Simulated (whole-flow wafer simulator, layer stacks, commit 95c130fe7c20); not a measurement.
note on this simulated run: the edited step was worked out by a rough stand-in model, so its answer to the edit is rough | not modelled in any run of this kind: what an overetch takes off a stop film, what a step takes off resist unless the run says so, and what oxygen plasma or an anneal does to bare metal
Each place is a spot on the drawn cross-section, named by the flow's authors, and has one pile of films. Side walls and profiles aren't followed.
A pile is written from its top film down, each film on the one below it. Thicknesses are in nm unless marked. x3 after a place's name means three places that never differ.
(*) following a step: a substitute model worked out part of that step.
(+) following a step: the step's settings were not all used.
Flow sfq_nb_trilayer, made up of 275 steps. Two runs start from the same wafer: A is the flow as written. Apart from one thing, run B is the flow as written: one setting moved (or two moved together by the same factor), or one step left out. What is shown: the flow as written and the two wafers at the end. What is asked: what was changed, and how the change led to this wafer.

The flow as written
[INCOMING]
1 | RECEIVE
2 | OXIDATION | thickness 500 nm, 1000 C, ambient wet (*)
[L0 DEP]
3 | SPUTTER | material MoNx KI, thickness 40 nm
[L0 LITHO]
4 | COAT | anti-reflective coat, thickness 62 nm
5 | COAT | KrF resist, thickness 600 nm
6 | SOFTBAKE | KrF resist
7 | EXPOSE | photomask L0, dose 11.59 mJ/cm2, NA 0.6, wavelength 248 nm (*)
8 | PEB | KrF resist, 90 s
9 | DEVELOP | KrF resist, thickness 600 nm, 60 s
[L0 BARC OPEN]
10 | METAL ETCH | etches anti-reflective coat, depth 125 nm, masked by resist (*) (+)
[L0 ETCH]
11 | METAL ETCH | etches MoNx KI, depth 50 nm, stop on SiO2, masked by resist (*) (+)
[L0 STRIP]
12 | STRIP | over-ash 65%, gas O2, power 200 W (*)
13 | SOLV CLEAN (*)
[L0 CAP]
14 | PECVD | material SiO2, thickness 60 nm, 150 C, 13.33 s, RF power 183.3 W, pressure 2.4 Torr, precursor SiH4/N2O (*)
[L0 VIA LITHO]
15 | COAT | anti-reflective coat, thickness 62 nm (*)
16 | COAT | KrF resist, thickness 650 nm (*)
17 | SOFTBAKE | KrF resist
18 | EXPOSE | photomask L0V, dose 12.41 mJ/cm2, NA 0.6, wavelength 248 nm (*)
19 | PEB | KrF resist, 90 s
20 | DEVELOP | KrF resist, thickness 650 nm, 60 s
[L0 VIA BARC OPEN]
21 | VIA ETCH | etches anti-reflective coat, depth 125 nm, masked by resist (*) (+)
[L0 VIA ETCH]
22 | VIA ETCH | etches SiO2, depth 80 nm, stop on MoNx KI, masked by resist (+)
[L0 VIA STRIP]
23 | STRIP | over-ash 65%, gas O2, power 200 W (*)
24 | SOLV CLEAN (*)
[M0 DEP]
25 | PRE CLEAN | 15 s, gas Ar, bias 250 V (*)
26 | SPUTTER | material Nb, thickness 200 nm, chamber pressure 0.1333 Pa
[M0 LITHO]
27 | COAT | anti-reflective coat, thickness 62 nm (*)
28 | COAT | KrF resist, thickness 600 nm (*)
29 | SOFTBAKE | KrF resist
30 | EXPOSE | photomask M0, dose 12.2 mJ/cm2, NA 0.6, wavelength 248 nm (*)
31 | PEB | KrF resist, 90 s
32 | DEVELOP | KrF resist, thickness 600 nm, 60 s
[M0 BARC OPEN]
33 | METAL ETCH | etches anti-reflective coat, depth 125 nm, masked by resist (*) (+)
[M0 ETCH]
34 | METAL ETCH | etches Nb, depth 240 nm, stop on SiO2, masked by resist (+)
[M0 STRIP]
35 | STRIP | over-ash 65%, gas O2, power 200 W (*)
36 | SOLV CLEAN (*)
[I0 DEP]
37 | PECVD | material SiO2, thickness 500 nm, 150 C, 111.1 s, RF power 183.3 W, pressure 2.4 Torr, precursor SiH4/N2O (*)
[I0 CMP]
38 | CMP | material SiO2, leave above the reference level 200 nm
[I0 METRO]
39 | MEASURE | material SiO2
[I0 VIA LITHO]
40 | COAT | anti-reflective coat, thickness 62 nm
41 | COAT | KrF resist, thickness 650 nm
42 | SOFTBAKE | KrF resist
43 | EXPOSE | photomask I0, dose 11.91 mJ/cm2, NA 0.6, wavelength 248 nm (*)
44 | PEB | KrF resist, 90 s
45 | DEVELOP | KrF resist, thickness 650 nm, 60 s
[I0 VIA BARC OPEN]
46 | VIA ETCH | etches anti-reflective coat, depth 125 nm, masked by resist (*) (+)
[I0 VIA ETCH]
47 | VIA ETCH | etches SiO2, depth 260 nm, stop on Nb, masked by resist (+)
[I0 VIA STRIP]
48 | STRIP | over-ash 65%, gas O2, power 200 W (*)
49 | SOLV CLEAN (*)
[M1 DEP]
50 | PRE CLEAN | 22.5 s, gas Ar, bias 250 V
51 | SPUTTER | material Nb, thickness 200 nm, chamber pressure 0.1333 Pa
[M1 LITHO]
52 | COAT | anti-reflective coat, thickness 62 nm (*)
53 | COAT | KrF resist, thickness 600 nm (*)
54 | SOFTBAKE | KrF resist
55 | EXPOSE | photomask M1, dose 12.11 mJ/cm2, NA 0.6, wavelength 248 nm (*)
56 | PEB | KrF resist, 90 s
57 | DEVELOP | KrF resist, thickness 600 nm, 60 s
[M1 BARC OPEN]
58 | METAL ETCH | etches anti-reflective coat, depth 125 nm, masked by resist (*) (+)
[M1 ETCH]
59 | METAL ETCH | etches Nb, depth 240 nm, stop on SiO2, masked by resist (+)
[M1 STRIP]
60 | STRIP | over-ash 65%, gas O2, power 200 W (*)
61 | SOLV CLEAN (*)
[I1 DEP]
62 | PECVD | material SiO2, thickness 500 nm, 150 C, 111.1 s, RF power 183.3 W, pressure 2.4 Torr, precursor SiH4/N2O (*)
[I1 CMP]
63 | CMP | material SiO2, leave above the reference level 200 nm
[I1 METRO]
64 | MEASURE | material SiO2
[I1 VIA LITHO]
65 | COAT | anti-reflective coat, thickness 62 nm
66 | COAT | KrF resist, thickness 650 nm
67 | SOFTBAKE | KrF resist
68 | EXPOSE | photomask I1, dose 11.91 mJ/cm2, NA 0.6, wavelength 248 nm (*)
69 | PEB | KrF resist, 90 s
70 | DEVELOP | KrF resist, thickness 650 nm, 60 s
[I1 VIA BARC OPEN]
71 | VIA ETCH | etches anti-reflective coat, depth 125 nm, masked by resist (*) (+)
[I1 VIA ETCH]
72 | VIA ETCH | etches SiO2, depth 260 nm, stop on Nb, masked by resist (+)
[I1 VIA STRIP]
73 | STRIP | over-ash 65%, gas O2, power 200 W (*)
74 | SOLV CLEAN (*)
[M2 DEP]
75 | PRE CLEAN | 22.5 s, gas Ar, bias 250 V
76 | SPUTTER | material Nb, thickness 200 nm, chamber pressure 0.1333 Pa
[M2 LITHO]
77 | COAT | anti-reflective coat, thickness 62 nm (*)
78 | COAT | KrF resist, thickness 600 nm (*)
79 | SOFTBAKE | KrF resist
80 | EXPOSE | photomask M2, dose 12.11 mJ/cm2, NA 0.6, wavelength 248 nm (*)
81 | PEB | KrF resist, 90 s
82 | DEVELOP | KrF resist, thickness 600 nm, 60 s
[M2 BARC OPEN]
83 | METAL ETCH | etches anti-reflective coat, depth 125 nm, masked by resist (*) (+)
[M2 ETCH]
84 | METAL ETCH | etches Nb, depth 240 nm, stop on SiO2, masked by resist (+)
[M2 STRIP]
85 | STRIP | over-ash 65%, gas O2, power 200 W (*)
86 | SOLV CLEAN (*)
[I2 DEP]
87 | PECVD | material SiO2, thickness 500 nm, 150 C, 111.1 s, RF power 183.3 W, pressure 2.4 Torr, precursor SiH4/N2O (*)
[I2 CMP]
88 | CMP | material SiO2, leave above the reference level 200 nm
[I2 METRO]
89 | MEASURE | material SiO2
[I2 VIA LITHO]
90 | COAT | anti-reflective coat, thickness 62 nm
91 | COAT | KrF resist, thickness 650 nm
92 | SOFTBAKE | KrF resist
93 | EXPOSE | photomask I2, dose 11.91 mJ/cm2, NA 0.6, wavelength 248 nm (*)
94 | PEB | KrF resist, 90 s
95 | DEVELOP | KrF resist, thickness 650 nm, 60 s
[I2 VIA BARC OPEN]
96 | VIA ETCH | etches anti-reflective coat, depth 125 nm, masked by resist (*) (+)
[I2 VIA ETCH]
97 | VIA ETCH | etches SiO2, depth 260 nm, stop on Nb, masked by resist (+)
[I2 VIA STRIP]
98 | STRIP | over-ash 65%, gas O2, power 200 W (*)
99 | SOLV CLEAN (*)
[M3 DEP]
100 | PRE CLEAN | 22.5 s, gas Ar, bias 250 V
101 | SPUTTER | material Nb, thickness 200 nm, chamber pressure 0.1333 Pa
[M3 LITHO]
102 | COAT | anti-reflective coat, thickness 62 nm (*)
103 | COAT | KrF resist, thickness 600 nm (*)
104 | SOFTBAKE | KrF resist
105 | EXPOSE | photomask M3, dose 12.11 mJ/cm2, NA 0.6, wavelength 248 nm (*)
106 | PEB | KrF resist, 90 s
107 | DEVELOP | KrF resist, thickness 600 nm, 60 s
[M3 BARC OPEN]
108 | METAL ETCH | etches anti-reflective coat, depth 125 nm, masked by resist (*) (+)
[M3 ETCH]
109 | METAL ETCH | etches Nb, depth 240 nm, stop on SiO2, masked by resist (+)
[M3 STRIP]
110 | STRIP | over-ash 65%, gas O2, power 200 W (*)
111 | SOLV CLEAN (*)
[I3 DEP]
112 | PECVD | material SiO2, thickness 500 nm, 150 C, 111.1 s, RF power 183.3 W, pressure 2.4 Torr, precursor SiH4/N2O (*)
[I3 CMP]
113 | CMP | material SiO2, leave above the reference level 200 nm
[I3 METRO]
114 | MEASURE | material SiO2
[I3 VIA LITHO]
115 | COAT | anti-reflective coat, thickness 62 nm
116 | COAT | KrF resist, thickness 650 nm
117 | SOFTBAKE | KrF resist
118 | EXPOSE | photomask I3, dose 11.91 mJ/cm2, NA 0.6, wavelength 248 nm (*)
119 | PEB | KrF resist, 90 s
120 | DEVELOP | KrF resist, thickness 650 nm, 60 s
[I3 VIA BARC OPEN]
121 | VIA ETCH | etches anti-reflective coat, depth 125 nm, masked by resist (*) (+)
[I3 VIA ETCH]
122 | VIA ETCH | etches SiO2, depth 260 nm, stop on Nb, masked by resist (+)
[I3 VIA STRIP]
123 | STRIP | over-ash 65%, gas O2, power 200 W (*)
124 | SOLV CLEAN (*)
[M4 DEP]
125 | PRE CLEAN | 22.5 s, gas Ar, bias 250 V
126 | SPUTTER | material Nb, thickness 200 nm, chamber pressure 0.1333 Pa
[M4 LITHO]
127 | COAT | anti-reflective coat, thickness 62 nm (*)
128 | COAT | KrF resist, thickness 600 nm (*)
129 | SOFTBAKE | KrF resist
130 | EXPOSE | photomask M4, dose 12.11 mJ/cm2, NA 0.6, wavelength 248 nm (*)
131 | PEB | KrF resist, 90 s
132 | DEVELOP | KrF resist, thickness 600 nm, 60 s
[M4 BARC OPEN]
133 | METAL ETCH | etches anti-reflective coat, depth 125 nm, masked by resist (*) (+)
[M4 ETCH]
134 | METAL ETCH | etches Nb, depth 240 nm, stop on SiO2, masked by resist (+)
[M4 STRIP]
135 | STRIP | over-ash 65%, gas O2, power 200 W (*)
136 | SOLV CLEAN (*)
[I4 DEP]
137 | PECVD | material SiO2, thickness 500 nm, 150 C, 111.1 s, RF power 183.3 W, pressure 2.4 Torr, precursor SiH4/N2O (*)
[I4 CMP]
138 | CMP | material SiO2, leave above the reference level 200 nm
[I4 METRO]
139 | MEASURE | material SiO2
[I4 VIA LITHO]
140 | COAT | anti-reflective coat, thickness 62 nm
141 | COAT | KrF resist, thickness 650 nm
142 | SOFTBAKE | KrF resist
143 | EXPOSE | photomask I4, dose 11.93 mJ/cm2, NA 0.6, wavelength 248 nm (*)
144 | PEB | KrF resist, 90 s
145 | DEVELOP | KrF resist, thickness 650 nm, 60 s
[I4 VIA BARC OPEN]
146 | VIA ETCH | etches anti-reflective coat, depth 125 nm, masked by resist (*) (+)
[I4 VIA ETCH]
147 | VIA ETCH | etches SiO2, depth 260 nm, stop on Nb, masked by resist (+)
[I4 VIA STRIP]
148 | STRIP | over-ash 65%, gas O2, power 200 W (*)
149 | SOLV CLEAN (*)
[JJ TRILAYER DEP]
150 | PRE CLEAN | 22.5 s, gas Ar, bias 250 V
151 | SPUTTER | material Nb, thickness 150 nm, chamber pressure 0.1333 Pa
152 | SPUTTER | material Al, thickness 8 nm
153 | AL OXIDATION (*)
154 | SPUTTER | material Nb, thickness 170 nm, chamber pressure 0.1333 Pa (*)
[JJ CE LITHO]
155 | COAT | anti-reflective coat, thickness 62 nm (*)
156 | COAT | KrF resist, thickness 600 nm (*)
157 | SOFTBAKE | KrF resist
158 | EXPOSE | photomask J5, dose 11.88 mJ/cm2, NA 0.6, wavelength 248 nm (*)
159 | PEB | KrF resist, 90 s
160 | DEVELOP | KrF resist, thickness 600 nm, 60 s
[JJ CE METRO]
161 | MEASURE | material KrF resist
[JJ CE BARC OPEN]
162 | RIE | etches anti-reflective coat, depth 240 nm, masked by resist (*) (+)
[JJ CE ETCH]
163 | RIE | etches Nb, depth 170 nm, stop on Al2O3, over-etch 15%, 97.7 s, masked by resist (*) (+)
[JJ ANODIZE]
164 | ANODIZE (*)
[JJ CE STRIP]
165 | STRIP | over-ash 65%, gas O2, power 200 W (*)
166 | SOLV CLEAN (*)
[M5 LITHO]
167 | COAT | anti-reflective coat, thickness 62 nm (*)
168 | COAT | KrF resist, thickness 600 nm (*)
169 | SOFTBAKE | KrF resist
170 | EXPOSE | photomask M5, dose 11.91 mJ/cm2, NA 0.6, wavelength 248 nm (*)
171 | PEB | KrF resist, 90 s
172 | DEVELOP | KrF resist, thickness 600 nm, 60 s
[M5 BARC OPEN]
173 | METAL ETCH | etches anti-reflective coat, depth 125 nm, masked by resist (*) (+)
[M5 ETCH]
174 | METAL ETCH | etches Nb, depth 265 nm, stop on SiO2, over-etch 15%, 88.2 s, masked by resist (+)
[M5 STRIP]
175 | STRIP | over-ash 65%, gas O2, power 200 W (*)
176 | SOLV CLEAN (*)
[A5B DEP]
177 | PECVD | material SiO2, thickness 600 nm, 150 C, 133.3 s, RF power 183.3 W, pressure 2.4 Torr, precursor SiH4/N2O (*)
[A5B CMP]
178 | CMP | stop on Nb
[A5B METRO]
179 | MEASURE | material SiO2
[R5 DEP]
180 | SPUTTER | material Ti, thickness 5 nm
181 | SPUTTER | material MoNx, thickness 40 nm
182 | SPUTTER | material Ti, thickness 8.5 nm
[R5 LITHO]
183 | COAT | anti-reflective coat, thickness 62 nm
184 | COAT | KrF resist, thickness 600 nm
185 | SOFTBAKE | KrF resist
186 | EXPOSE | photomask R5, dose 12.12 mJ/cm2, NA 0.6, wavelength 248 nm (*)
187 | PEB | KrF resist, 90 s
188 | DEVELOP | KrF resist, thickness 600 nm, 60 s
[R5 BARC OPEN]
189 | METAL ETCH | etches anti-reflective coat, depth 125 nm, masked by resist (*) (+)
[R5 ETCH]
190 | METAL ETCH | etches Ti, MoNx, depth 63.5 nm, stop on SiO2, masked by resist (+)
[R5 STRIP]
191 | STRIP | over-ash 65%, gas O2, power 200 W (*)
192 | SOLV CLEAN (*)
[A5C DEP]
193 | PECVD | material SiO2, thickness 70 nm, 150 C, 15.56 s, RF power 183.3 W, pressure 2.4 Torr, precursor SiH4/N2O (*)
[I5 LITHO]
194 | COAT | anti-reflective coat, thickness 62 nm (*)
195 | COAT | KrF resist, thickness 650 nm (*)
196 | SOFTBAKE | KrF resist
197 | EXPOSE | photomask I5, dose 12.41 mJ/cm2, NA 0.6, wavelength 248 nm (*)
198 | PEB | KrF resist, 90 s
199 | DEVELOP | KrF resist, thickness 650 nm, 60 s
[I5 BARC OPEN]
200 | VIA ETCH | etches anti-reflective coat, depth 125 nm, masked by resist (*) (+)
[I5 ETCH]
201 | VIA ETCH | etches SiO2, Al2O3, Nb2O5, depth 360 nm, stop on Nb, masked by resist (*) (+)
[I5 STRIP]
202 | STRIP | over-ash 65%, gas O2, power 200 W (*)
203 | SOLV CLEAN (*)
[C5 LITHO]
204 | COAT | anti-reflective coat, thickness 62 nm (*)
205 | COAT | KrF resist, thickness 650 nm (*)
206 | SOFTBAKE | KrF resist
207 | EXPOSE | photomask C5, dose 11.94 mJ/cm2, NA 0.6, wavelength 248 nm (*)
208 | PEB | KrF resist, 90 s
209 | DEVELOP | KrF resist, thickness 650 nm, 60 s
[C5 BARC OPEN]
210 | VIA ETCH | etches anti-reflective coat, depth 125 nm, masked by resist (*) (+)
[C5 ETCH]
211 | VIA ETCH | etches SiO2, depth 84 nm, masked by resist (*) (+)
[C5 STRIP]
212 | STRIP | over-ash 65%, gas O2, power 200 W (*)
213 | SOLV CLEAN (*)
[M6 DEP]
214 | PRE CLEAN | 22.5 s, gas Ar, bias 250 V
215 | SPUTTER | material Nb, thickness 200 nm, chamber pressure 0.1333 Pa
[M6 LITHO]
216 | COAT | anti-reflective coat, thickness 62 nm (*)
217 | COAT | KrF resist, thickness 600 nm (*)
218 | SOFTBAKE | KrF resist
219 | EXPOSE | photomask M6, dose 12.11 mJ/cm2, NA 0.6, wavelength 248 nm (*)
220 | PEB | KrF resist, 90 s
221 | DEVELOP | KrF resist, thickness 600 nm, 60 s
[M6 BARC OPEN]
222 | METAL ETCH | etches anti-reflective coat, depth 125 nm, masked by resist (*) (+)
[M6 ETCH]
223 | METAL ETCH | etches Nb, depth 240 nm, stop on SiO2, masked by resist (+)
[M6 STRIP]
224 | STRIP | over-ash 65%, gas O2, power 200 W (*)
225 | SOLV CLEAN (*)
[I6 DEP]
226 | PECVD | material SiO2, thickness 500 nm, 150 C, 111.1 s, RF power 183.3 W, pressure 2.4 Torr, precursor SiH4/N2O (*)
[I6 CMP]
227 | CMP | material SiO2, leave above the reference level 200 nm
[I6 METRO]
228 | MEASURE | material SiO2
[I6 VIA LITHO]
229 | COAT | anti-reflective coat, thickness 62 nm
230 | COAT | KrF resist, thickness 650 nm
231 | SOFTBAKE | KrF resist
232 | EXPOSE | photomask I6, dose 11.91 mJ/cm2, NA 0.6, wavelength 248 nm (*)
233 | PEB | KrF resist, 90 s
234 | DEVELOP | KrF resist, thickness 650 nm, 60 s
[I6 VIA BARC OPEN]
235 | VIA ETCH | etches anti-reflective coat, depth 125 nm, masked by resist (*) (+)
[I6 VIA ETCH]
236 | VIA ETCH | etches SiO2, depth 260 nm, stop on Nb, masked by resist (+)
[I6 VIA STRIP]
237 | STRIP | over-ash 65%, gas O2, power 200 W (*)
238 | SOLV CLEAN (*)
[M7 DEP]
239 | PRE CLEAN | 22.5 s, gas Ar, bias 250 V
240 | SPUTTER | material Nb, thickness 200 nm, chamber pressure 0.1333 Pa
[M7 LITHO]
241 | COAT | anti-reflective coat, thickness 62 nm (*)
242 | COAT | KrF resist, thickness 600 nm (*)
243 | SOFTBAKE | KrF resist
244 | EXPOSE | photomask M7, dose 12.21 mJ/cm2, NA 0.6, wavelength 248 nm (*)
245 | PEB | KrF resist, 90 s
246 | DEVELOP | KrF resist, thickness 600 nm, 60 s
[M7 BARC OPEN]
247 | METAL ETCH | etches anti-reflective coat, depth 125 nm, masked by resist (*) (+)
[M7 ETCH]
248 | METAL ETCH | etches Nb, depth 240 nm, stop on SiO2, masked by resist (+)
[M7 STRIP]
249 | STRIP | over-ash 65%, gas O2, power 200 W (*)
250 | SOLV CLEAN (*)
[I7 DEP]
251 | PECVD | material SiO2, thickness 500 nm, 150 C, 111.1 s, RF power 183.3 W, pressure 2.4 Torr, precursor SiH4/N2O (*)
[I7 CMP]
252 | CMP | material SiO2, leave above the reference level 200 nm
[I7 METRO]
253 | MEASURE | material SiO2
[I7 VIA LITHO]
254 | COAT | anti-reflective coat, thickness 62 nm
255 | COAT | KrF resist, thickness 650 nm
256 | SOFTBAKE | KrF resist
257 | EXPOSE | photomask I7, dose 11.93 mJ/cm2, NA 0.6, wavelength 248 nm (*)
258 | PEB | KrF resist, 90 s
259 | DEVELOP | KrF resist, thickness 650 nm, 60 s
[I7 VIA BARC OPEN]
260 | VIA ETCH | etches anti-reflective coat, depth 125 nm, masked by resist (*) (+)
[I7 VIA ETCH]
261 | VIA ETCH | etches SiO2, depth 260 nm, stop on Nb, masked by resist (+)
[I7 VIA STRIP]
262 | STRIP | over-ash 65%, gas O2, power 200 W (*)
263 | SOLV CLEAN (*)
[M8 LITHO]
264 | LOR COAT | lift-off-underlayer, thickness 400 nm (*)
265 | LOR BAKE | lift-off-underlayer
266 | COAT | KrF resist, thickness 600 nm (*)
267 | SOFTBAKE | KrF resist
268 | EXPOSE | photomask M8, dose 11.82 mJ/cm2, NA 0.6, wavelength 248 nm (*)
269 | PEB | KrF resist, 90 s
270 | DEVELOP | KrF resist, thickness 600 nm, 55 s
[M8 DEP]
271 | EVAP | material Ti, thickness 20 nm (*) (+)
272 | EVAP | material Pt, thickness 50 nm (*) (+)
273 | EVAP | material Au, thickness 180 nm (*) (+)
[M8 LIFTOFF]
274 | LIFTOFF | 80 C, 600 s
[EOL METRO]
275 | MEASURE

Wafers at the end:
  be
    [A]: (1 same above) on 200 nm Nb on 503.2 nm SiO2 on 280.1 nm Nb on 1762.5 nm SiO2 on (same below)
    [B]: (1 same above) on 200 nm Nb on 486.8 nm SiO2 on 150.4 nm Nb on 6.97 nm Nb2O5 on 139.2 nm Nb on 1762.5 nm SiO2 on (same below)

What caused this: step 201, VIA ETCH: depth 248 nm was run, whereas the flow has depth 360 nm.

Step by step, how the change led to this:
  201 | VIA ETCH | etches SiO2, Al2O3, Nb2O5, depth 360 nm, stop on Nb, masked by resist (*) (+)
      be: A -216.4 SiO2 (all of it), -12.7 Al2O3 (all of it), -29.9 Nb2O5 (all of it) | B -216.4 SiO2 (all of it), -12.7 Al2O3 (all of it), -19 Nb2O5
      field_l, v_sur, via_wl and 102 more: A -240 KrF resist | B -165.3 KrF resist
  202 | STRIP | over-ash 65%, gas O2, power 200 W (*)
      p4_fl, p4_fm, p4_w1 and 44 more: A -333.1 KrF resist (all of it), -62 anti-reflective coat (all of it) | B -407.8 KrF resist (all of it), -62 anti-reflective coat (all of it)
      wl_b_m5, wl_b_sr, wl_c_sl and 11 more: A -333 KrF resist (all of it), -62 anti-reflective coat (all of it) | B -407.7 KrF resist (all of it), -62 anti-reflective coat (all of it)
      (and at 44 other places as well)
  214 | PRE CLEAN | 22.5 s, gas Ar, bias 250 V
      be: A -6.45 Nb | B -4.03 Nb2O5
  215 | SPUTTER | material Nb, thickness 200 nm, chamber pressure 0.1333 Pa
      be: A +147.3 Nb | B +150.4 Nb (new film)
  226 | PECVD | material SiO2, thickness 500 nm, 150 C, 111.1 s, RF power 183.3 W, pressure 2.4 Torr, precursor SiH4/N2O (*)
      be: A +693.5 SiO2 (new film) | B +677 SiO2 (new film)
With metal films that touch counted as one body, be has 4 bodies (between them, from the top down: SiO2 486.8; Nb2O5 6.97; SiO2 1762.5); the flow as written gives 3 bodies (between them, from the top down: SiO2 503.2; SiO2 1762.5).
